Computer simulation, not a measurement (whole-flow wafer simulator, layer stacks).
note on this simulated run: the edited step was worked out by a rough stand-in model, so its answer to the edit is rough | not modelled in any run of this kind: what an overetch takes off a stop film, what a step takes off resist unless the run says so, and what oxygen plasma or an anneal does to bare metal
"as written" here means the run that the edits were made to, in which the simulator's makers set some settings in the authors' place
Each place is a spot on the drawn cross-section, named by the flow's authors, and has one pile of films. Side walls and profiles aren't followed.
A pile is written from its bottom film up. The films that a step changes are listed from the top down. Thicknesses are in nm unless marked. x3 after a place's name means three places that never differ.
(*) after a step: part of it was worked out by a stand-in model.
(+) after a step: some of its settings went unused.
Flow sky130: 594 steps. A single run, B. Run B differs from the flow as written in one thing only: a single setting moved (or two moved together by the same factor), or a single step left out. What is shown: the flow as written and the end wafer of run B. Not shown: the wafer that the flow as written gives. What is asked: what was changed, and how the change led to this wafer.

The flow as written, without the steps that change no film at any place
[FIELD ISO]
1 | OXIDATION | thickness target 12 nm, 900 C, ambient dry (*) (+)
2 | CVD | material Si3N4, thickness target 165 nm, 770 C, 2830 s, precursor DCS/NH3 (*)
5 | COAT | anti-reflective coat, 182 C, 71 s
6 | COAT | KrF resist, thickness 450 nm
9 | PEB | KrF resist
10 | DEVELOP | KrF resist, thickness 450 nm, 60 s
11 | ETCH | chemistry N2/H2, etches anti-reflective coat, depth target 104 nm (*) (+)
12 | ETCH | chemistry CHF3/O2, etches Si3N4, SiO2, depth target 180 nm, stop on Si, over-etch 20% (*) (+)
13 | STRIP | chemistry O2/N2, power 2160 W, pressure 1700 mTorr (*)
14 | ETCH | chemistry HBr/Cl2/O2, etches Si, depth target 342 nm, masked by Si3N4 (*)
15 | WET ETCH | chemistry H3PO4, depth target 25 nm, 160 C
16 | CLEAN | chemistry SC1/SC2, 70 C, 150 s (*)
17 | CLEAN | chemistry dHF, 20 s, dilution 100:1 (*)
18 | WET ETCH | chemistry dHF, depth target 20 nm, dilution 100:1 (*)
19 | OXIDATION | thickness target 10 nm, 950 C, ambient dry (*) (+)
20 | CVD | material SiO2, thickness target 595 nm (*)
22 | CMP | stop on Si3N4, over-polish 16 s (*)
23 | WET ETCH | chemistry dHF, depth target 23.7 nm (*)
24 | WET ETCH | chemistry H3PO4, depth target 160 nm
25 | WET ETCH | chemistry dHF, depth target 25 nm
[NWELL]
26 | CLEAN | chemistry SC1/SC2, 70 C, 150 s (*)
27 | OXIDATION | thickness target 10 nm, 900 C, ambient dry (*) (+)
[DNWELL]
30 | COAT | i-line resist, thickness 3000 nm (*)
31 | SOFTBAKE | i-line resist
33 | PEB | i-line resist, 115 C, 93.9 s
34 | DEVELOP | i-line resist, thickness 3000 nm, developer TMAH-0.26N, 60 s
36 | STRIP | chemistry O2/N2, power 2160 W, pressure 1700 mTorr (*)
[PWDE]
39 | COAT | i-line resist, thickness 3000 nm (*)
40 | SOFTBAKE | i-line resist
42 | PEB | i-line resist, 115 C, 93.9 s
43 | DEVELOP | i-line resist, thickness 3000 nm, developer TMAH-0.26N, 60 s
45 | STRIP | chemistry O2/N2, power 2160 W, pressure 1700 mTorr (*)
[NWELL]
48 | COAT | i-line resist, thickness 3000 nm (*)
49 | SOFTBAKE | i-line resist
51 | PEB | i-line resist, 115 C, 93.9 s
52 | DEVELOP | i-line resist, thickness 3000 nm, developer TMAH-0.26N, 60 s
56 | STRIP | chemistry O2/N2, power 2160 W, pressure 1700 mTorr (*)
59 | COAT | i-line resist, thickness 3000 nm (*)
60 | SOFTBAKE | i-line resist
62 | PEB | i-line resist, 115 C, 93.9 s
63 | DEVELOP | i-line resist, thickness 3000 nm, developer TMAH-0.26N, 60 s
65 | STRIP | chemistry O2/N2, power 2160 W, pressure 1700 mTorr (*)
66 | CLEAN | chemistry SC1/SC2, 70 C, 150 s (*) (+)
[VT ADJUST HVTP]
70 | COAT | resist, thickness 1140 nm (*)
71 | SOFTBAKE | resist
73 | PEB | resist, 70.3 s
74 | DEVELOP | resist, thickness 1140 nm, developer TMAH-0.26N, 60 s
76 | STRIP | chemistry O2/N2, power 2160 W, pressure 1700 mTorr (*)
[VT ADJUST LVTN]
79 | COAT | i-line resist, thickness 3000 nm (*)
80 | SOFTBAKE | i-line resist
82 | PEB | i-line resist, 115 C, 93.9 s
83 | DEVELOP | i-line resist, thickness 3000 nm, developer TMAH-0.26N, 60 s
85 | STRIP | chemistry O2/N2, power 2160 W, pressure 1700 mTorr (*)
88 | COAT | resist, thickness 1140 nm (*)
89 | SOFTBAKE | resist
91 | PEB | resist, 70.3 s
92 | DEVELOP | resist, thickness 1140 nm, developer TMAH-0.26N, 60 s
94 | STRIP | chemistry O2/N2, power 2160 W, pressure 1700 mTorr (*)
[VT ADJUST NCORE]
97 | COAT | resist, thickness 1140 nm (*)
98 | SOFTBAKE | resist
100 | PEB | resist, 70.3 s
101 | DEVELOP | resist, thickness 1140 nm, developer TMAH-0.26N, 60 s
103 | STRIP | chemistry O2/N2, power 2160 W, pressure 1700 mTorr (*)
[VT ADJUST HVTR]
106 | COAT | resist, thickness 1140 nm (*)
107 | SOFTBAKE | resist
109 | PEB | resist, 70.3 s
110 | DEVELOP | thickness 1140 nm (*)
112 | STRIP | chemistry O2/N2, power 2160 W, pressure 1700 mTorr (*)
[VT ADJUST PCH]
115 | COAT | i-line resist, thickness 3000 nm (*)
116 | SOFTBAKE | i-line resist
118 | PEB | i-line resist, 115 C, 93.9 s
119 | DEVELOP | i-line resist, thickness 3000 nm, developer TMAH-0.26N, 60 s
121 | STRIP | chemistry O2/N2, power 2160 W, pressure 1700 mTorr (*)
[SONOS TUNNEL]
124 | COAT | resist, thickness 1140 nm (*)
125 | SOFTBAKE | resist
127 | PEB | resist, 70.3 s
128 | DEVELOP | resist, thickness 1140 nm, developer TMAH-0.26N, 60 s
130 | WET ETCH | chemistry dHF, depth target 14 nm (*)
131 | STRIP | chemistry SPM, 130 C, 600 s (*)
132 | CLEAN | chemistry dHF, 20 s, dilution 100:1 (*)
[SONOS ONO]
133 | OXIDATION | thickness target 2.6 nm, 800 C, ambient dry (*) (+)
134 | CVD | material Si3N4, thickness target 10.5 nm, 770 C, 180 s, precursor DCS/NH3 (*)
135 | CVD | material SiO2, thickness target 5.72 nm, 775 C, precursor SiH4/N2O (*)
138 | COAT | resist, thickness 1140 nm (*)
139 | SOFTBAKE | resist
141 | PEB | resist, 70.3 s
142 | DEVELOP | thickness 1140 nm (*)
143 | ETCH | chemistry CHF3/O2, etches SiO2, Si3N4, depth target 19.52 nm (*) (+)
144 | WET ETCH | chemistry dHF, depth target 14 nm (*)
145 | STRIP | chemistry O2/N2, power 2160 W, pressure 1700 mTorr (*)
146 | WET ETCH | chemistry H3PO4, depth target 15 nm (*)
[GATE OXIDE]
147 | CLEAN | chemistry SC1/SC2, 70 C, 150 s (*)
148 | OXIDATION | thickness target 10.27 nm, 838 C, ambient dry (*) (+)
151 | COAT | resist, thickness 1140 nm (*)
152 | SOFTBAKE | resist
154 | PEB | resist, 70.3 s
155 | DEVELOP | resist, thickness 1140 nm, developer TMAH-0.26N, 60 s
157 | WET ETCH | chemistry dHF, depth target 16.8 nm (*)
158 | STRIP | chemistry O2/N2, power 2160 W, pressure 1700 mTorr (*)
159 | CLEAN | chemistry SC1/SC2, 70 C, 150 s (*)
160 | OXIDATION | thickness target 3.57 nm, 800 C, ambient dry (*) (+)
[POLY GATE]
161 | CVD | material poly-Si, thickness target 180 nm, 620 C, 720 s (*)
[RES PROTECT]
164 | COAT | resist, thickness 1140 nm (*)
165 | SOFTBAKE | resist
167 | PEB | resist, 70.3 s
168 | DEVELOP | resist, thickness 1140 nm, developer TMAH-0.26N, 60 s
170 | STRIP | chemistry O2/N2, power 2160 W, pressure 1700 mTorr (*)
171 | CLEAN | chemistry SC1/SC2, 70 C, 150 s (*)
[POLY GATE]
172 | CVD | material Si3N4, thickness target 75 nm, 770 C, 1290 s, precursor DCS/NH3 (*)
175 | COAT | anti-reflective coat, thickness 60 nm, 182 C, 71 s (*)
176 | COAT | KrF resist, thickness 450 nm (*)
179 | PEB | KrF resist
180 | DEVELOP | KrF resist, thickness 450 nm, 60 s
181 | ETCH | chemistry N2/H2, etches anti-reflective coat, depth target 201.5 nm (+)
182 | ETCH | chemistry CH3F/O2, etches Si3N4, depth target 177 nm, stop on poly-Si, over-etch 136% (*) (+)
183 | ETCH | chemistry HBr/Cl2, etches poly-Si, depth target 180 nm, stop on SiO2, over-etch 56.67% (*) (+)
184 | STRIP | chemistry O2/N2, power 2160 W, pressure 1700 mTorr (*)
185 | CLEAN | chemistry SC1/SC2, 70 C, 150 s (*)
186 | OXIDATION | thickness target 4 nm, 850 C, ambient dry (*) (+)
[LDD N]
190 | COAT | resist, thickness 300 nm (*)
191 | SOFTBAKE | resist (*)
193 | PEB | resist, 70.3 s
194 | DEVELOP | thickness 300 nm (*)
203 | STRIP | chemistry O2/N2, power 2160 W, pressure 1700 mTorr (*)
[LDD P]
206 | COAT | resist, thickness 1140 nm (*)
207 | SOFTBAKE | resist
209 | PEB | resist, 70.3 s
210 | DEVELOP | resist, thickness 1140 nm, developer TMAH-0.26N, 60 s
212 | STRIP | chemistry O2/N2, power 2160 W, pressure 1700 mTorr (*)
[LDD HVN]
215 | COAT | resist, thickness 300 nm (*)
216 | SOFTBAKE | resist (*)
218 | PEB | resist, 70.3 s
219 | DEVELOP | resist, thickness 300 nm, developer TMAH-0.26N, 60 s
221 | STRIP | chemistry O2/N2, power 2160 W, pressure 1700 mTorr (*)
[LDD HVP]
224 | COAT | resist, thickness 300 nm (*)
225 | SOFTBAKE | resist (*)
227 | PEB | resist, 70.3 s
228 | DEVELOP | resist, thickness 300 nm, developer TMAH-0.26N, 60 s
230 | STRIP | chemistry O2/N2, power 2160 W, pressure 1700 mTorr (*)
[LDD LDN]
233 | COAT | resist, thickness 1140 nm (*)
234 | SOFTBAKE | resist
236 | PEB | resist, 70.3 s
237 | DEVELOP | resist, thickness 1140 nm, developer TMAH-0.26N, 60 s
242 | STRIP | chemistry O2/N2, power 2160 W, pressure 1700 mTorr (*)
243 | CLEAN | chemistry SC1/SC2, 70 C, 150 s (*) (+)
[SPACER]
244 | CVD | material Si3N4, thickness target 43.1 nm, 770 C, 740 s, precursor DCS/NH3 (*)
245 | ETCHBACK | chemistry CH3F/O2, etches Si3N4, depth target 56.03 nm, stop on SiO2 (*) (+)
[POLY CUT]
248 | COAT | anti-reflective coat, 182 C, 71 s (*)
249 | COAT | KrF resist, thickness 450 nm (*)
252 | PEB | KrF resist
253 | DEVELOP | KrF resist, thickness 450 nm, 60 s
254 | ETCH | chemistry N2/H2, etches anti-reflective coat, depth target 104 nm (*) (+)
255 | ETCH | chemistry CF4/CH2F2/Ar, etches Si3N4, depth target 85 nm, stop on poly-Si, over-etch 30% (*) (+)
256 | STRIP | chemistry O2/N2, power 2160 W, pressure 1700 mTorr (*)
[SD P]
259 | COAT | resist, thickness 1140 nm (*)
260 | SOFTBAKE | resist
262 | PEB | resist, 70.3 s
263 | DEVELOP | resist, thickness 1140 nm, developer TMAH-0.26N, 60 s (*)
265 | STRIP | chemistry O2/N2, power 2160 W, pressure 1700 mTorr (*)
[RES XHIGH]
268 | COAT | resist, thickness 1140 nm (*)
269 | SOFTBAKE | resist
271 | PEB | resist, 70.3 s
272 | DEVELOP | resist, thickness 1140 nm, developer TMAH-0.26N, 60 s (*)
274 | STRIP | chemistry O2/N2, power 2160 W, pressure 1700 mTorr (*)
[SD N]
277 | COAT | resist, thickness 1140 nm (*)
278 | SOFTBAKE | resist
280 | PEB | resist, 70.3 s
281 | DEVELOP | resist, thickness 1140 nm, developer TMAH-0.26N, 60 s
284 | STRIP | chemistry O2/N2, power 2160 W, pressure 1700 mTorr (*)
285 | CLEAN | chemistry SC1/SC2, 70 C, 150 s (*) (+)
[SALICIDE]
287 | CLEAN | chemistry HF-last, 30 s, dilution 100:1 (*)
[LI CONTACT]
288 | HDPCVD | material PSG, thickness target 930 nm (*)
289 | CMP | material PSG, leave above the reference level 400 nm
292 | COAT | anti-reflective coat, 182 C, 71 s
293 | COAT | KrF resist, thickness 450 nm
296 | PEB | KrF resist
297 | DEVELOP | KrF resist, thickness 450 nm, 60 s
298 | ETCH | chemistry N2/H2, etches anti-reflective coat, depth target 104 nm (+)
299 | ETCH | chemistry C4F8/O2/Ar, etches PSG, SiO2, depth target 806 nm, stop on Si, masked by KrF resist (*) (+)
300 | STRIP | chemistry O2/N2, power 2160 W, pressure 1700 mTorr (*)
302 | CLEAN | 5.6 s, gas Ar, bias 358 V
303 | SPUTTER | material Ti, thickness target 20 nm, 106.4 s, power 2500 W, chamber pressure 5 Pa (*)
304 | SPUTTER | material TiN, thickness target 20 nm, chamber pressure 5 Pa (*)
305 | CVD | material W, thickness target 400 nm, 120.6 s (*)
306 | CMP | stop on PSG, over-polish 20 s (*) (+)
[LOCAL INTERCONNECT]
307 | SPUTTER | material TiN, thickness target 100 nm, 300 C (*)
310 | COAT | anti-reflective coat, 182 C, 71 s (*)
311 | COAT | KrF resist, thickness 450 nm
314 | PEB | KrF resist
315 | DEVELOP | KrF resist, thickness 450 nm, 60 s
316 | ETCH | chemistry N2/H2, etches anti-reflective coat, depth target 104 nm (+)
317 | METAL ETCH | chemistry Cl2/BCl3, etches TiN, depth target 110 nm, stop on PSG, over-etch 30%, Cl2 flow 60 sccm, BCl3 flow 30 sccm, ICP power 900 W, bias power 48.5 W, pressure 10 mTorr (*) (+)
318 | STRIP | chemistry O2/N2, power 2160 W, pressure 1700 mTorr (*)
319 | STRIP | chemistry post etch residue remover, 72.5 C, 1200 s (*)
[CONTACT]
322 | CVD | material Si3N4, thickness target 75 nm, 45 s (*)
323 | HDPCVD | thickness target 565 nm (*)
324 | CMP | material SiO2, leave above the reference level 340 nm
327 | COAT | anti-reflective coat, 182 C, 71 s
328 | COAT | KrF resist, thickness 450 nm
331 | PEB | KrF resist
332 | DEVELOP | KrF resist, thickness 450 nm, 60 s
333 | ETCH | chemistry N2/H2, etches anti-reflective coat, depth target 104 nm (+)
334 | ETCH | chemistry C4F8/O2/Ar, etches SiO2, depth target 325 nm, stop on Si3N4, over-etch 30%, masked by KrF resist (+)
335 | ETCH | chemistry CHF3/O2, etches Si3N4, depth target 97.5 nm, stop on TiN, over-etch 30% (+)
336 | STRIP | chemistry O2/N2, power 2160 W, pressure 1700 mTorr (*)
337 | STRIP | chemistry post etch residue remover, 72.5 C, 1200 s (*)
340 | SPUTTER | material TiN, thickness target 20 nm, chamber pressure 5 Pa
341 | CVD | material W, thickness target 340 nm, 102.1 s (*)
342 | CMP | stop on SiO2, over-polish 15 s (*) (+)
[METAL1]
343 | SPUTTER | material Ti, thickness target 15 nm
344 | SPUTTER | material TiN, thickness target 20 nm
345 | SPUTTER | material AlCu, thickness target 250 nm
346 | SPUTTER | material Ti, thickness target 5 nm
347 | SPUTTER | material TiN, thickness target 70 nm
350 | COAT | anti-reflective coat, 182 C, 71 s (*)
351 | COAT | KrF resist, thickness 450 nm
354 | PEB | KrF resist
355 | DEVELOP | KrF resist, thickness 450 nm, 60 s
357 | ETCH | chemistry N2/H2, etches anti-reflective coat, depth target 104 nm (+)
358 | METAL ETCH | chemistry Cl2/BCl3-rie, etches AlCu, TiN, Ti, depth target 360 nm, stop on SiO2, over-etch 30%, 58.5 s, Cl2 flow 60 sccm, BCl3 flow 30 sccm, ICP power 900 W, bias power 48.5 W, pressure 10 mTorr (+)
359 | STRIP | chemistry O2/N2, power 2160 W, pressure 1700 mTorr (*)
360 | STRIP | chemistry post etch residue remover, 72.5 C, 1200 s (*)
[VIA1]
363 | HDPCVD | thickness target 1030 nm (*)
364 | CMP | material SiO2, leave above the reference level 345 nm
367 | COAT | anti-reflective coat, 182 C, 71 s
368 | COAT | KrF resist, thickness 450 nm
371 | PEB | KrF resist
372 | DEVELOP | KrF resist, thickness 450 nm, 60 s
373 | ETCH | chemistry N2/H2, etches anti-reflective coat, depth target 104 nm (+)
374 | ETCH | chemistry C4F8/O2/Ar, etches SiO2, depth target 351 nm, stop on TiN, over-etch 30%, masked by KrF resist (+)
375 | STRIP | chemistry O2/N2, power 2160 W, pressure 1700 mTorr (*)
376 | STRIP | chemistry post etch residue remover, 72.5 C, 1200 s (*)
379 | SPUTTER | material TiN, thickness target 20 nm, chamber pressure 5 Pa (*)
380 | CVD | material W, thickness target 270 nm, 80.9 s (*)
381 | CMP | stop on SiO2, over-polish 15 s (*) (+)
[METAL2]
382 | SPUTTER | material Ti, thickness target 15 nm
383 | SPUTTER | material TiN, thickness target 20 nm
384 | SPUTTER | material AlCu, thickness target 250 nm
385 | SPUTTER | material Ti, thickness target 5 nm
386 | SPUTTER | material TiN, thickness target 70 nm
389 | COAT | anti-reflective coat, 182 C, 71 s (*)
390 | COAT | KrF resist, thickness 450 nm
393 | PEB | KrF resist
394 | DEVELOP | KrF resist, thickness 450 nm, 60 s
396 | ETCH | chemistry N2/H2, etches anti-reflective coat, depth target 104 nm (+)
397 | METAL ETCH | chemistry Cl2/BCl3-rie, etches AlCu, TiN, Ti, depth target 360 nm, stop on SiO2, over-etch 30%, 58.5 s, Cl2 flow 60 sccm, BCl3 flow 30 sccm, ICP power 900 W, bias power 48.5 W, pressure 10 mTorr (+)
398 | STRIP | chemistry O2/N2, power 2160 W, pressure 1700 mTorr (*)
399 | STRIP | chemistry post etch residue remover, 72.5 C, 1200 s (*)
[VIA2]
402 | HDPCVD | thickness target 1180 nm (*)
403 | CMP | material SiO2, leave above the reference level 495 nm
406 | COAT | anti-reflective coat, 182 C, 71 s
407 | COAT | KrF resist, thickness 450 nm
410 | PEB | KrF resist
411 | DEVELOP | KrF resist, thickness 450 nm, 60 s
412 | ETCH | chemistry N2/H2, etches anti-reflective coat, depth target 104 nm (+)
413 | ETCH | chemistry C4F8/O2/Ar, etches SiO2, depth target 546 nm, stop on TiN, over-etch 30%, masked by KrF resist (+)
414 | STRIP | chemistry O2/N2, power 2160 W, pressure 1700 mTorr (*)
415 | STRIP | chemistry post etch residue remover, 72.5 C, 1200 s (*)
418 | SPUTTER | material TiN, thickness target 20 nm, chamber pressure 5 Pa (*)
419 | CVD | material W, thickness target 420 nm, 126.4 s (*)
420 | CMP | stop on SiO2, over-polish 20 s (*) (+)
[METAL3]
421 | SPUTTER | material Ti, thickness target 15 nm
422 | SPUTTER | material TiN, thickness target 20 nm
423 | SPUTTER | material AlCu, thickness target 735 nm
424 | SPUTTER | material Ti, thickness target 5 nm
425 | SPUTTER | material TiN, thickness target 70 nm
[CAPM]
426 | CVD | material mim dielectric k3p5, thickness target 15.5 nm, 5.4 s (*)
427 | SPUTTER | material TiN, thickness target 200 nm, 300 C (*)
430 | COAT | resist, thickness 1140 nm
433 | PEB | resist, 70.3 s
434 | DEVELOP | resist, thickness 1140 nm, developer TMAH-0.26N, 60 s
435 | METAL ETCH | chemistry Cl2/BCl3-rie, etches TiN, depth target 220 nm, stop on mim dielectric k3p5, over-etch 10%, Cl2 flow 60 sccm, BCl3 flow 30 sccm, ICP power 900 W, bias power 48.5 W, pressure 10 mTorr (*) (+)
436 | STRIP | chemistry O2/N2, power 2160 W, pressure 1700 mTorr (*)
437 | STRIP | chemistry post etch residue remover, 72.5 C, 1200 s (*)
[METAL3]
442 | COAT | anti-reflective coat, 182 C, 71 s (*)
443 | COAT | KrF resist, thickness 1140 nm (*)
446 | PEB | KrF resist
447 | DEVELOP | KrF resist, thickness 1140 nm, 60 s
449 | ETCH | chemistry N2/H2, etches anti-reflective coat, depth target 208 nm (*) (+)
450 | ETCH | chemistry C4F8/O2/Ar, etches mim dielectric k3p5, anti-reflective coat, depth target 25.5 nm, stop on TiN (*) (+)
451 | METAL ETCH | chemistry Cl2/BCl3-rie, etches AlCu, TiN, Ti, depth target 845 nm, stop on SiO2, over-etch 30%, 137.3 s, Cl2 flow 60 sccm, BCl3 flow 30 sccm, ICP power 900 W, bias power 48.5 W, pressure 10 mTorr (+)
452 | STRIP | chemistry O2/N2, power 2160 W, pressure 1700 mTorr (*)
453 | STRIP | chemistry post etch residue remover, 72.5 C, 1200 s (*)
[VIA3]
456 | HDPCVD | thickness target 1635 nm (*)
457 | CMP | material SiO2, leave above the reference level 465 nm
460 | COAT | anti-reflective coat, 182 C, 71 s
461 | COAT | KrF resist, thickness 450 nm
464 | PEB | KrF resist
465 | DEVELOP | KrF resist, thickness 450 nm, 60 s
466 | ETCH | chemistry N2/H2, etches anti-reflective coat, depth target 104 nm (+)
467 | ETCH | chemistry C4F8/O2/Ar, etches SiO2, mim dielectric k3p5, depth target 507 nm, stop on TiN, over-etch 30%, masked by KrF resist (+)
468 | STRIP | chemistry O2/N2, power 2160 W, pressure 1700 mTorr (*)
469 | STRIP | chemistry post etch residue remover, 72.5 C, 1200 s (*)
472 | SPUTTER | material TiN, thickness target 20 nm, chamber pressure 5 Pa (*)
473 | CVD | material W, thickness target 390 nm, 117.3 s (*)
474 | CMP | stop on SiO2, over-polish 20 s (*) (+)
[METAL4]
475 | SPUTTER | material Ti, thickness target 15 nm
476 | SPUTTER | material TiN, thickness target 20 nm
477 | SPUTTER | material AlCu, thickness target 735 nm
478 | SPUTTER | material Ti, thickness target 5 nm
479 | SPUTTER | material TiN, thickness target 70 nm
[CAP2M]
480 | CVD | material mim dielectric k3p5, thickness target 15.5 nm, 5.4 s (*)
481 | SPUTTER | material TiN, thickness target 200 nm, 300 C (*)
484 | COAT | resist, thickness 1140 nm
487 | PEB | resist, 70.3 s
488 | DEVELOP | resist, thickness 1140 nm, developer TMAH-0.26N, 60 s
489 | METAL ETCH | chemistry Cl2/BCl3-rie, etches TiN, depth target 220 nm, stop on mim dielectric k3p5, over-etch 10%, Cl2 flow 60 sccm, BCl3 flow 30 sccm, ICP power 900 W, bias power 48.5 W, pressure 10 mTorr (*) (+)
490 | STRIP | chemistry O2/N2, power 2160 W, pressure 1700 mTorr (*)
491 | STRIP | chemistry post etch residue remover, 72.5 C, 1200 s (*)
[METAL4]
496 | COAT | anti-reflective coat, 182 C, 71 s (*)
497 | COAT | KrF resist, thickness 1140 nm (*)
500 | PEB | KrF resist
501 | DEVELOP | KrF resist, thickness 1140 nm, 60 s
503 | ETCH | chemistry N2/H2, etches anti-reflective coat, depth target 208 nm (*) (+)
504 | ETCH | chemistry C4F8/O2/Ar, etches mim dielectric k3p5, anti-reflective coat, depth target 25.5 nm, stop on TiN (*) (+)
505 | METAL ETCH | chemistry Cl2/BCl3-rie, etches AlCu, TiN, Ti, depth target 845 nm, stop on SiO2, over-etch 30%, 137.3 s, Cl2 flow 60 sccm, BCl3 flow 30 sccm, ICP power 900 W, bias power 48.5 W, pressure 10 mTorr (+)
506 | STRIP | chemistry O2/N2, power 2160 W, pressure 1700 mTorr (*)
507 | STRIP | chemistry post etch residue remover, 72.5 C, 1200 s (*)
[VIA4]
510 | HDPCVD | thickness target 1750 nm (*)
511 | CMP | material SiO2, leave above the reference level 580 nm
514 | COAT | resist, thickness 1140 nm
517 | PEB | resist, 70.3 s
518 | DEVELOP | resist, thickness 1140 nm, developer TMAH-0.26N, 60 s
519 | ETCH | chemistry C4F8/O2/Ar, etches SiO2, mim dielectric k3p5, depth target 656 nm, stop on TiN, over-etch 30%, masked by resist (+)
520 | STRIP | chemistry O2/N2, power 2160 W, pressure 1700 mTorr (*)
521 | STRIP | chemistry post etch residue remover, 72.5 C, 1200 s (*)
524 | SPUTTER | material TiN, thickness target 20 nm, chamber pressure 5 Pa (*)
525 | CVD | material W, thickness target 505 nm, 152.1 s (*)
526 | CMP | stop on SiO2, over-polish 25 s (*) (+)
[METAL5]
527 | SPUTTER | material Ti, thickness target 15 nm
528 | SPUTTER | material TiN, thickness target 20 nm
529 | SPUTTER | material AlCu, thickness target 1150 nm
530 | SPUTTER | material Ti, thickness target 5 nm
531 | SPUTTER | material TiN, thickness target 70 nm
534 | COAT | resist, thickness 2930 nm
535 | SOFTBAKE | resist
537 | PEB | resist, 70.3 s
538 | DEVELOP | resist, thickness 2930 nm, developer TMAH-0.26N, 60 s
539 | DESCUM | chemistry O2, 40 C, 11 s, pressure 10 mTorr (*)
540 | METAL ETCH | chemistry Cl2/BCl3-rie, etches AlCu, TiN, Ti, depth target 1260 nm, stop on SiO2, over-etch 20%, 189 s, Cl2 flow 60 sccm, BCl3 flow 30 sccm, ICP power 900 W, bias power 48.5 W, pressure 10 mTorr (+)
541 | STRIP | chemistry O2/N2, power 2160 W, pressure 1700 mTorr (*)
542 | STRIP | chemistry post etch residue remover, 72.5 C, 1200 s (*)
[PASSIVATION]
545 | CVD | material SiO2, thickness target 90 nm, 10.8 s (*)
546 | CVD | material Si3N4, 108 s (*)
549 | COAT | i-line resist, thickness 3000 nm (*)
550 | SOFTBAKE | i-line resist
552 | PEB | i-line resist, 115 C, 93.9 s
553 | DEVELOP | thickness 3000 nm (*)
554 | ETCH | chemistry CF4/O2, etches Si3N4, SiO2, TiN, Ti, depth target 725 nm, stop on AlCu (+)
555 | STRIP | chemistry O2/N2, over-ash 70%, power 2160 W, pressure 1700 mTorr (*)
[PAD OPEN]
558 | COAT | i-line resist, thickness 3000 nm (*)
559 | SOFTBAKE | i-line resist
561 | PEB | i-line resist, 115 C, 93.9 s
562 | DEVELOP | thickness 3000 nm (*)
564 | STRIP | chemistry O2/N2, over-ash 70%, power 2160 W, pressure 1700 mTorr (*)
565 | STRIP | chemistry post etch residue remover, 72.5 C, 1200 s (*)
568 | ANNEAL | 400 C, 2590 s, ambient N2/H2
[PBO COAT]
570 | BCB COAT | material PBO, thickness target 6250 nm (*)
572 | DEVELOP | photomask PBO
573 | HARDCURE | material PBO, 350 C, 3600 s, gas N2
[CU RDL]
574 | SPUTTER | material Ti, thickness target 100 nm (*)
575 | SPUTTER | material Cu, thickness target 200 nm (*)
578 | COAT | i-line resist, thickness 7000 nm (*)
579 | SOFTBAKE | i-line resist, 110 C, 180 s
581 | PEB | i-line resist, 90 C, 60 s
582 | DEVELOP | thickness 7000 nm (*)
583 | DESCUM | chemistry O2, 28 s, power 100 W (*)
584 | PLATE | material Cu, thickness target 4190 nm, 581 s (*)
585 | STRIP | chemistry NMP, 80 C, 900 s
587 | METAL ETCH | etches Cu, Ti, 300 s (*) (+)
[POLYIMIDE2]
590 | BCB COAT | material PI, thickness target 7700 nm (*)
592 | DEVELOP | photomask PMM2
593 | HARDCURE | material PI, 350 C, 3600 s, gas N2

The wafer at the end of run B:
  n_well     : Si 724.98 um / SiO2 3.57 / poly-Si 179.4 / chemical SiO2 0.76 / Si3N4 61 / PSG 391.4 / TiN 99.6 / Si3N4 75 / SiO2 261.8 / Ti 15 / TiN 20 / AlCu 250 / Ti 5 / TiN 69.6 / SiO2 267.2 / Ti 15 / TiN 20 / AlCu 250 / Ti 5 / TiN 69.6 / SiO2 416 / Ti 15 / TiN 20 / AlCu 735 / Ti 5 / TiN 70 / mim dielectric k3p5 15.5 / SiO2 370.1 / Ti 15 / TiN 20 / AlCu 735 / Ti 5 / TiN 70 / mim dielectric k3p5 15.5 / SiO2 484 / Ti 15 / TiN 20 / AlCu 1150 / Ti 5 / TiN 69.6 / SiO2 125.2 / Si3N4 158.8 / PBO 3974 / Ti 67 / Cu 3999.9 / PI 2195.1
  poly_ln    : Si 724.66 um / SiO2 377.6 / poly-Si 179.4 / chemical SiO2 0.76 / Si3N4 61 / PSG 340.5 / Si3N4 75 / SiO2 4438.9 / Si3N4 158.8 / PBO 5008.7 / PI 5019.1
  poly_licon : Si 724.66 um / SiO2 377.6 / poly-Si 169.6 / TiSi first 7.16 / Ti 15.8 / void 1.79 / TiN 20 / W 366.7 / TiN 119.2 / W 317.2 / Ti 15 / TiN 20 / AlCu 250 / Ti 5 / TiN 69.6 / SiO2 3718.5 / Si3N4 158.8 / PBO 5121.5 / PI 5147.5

What caused this: step 574, SPUTTER: thickness target 67 nm was run, whereas the flow has thickness target 100 nm.
The wafer itself shows it: n_well has Ti 67, and step 574 as written asks for 100 nm.

The path from the change to this, step by step:
  574 | SPUTTER | material Ti, thickness target 100 nm (*)
      field, active, n_well and 190 more: +67 Ti (new film) (it would be, as written: +100 Ti (new film))
  587 | METAL ETCH | etches Cu, Ti, 300 s (*) (+)
      field, active, gate and 167 more: -200 Cu (all of it), -67 Ti (all of it) (it would be, as written: -200 Cu (all of it), -100 Ti (all of it))
  590 | BCB COAT | material PI, thickness target 7700 nm (*)
      de16_gate_nw: +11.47 um PI (new film) (it would be, as written: +11.5 um PI (new film))
